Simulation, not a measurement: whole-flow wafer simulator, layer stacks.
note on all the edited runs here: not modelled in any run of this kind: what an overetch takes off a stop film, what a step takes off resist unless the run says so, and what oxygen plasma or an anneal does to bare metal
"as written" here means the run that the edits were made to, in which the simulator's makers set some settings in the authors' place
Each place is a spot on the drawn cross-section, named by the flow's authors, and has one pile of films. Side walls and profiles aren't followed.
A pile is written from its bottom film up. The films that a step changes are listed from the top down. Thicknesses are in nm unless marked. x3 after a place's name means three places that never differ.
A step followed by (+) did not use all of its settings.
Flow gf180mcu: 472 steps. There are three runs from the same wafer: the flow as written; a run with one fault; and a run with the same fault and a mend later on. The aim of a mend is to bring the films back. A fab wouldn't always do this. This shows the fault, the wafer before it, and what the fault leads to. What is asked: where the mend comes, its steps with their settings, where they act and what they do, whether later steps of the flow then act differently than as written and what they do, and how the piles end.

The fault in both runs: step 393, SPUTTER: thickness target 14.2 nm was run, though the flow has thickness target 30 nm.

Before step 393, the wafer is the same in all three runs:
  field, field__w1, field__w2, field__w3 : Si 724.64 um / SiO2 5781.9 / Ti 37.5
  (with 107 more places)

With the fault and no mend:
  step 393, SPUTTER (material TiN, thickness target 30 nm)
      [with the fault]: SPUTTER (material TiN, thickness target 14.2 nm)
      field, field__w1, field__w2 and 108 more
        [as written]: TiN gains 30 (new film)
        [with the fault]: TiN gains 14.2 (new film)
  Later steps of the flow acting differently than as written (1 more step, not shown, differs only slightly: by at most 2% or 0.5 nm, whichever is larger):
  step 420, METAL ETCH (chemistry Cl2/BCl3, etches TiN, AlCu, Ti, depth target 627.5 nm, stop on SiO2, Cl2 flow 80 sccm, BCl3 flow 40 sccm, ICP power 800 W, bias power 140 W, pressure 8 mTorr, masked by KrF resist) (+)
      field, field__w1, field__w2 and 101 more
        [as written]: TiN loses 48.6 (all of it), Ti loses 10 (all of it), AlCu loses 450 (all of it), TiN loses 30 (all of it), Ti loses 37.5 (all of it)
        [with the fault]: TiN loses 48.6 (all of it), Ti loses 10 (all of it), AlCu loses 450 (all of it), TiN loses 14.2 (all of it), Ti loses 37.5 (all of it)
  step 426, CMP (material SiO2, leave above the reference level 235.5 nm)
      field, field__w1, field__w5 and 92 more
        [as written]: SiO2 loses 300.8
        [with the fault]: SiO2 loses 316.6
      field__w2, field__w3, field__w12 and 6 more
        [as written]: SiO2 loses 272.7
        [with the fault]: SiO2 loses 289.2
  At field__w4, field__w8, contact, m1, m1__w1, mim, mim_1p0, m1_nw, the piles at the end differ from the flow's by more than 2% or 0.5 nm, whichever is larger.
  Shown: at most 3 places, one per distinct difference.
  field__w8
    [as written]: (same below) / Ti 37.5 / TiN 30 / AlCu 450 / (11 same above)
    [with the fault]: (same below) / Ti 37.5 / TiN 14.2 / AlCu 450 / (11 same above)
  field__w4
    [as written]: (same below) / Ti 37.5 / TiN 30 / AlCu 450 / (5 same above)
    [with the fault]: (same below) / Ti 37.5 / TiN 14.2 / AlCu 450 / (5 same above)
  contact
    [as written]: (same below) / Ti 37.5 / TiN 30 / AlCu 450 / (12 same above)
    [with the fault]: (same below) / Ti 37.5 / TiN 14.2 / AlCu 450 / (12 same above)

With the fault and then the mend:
  After step 393 comes the mend.
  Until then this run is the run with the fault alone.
  step 393a, SPUTTER (material TiN, thickness target 15.8 nm) (the flow's step 393, run once more with other settings)
      field, field__w1, field__w2 and 108 more
        TiN gains 15.8
  None of the later steps of the flow acts differently than as written at any place that is followed.
  At every place that both follow, the piles at the end match the flow's.
